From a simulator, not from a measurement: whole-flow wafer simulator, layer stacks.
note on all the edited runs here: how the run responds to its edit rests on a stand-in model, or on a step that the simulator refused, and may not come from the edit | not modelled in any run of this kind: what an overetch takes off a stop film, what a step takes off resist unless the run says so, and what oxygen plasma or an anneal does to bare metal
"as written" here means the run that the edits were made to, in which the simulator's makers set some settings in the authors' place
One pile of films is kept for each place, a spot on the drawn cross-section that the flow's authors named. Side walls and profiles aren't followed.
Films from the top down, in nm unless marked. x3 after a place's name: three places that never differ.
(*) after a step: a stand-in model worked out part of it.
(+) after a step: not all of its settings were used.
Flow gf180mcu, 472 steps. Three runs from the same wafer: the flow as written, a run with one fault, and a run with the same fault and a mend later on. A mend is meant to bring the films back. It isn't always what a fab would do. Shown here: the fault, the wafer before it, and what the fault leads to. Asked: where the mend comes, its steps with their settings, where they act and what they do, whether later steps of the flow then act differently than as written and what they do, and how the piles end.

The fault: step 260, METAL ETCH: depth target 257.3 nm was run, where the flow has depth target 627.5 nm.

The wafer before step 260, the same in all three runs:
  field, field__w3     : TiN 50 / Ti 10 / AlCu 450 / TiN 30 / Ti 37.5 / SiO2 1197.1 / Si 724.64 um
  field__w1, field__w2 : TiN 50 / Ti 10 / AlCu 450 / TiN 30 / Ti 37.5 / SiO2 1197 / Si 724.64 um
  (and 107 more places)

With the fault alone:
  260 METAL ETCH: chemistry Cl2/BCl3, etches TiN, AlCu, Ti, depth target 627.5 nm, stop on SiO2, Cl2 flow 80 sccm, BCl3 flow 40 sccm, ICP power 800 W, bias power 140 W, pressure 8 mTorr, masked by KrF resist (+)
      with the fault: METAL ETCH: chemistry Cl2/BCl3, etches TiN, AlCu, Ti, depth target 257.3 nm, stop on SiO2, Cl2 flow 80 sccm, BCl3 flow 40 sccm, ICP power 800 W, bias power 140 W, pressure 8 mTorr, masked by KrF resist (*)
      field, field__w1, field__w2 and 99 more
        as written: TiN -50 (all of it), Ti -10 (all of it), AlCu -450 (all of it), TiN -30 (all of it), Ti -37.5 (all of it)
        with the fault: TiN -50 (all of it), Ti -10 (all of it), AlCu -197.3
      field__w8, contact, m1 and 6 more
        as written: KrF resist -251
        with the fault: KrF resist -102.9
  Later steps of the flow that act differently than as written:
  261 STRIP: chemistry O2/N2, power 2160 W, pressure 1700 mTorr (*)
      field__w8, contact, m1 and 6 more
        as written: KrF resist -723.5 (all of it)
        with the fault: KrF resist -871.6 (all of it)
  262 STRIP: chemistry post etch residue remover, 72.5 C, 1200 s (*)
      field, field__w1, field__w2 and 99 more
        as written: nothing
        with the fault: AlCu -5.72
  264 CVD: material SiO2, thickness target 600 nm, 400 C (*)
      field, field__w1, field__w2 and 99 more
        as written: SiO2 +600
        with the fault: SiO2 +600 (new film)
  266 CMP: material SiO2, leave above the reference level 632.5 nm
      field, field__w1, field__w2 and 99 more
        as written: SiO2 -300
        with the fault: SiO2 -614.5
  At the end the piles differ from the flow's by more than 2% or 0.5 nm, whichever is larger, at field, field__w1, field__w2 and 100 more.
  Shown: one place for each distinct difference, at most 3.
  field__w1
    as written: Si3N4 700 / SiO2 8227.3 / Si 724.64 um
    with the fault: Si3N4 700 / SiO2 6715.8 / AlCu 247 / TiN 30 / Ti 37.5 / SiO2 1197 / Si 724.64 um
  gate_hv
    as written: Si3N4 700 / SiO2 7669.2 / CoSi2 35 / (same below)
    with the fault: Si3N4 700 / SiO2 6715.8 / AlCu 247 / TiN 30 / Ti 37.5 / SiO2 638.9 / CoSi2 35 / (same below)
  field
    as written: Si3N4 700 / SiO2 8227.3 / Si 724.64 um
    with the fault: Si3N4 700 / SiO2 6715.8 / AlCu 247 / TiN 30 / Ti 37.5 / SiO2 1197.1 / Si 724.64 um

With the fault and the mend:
  The mend comes after step 262.
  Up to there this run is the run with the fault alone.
  262a DEHYDRATE: 200 C, 60 s (the flow's step 253 once more)
      changes no film at any place that is followed
  262b HMDS: 120 C, 60 s (the flow's step 254 once more)
      changes no film at any place that is followed
  262c COAT: KrF resist, thickness 1000 nm (*) (the flow's step 255 once more)
      iso_ptap_pw, iso_ntap_nw, iso_nw_fld and 33 more
        KrF resist +1000 (new film)
      field__w5, field__w9, field_sub__w1 and 15 more
        KrF resist +1001.7 (new film)
      field__w6, field_sub, p_well and 9 more
        KrF resist +1001.8 (new film)
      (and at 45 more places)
  262d SOFTBAKE: KrF resist (the flow's step 256 once more)
      changes no film at any place that is followed
  262e EXPOSE: photomask Metal1 (the flow's step 257 once more)
      changes no film at any place that is followed
  262f PEB: KrF resist, 135 C, 90 s (the flow's step 258 once more)
      field__w1, field__w2, field__w3 and 58 more
        KrF resist -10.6
      iso_ptap_pw, iso_ntap_nw, iso_nw_fld and 33 more
        KrF resist -10.5
      field__w8, m1, polyc_n_rim
        KrF resist -7.34
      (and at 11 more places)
  262g DEVELOP: thickness 1000 nm, 60 s (the flow's step 259 once more)
      iso_ptap_pw, iso_ntap_nw, iso_nw_fld and 33 more
        KrF resist -989.5 (all of it)
      field_sub__w2, field_sub__w4, ld_gate_n and 13 more
        KrF resist -991.1 (all of it)
      field__w5, field__w6, field__w9 and 9 more
        KrF resist -991.2 (all of it)
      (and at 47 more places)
  262h METAL ETCH: chemistry Cl2/BCl3, etches TiN, AlCu, Ti, depth target 370.2 nm, stop on SiO2, Cl2 flow 80 sccm, BCl3 flow 40 sccm, ICP power 800 W, bias power 140 W, pressure 8 mTorr, masked by KrF resist (+) (the flow's step 260 once more, with other settings)
      field, field__w1, field__w2 and 99 more
        AlCu -247 (all of it), TiN -30 (all of it), Ti -37.5 (all of it)
      field__w8, contact, m1 and 6 more
        KrF resist -148.1
  262i STRIP: chemistry O2/N2, power 2160 W, pressure 1700 mTorr (*) (the flow's step 261 once more)
      field__w8
        KrF resist -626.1 (all of it)
      contact
        KrF resist -624.6 (all of it)
      m1
        KrF resist -625.9 (all of it)
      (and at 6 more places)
  262j STRIP: chemistry post etch residue remover, 72.5 C, 1200 s (*) (the flow's step 262 once more)
      field__w8, contact, m1 and 6 more
        TiN -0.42
  No later step of the flow acts differently than as written, at any place that is followed, by more than 2% or 0.5 nm, whichever is larger.
  At the end the piles differ from the flow's only slightly at the places that both follow, by at most 2% or 0.5 nm, whichever is larger.
